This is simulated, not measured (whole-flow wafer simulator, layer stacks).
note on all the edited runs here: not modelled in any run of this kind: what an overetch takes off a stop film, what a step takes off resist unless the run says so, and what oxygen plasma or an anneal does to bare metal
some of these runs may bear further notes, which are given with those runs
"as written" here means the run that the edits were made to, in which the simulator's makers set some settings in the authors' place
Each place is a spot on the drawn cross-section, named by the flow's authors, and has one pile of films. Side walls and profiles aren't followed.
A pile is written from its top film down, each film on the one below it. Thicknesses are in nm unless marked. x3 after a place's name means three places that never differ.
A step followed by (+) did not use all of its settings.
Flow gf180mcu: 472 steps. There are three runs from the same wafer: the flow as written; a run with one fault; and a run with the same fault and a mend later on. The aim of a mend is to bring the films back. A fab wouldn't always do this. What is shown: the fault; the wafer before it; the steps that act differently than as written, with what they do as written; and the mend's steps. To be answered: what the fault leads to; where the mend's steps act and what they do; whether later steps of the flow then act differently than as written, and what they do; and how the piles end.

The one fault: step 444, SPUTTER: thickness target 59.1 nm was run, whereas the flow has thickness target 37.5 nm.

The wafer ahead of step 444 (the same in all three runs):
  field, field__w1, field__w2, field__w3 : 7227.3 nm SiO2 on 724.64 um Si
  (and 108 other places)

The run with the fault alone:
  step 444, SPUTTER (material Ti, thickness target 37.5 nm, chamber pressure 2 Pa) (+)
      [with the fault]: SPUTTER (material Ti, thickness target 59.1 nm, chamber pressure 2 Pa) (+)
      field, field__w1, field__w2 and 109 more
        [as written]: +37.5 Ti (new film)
        [with the fault]: +59.1 Ti (new film)
  Steps further on in the flow that do not act as written (4 other steps are not shown; they differ only slightly, by no more than 2% or 0.5 nm, whichever is larger):
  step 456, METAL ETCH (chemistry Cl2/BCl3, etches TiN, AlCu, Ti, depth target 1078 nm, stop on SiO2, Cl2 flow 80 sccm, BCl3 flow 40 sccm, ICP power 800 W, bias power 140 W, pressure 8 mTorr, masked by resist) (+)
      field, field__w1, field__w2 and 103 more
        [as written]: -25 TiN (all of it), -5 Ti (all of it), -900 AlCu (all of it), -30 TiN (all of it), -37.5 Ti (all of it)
        [with the fault]: -25 TiN (all of it), -5 Ti (all of it), -900 AlCu (all of it), -30 TiN (all of it), -59.1 Ti (all of it)
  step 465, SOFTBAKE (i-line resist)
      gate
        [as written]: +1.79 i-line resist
        [with the fault]: -0.2 i-line resist
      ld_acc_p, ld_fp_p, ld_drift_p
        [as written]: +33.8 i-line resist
        [with the fault]: +27.8 i-line resist
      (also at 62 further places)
  By the end, the piles at field__w8, contact, m1, m1__w1, pad, m1_nw depart from the flow's by more than 2% or 0.5 nm, whichever is larger.
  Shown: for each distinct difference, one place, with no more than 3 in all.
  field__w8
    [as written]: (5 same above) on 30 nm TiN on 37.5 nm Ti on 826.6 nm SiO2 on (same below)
    [with the fault]: (5 same above) on 30 nm TiN on 59.1 nm Ti on 826.6 nm SiO2 on (same below)
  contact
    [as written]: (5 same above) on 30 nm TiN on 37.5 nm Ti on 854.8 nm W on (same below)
    [with the fault]: (5 same above) on 30 nm TiN on 59.1 nm Ti on 854.8 nm W on (same below)
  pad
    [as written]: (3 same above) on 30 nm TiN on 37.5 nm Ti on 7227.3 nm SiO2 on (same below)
    [with the fault]: (3 same above) on 30 nm TiN on 59.1 nm Ti on 7227.3 nm SiO2 on (same below)

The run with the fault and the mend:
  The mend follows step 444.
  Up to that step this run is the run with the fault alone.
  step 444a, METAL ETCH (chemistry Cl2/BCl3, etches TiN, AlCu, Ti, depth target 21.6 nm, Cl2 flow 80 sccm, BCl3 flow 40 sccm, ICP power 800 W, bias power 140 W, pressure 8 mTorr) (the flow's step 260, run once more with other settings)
      field, field__w1, field__w2 and 109 more
        -21.6 Ti
  Later steps of the flow that are run all act as written at every place that is followed.
  The piles end the same as the flow's at every place that both follow.
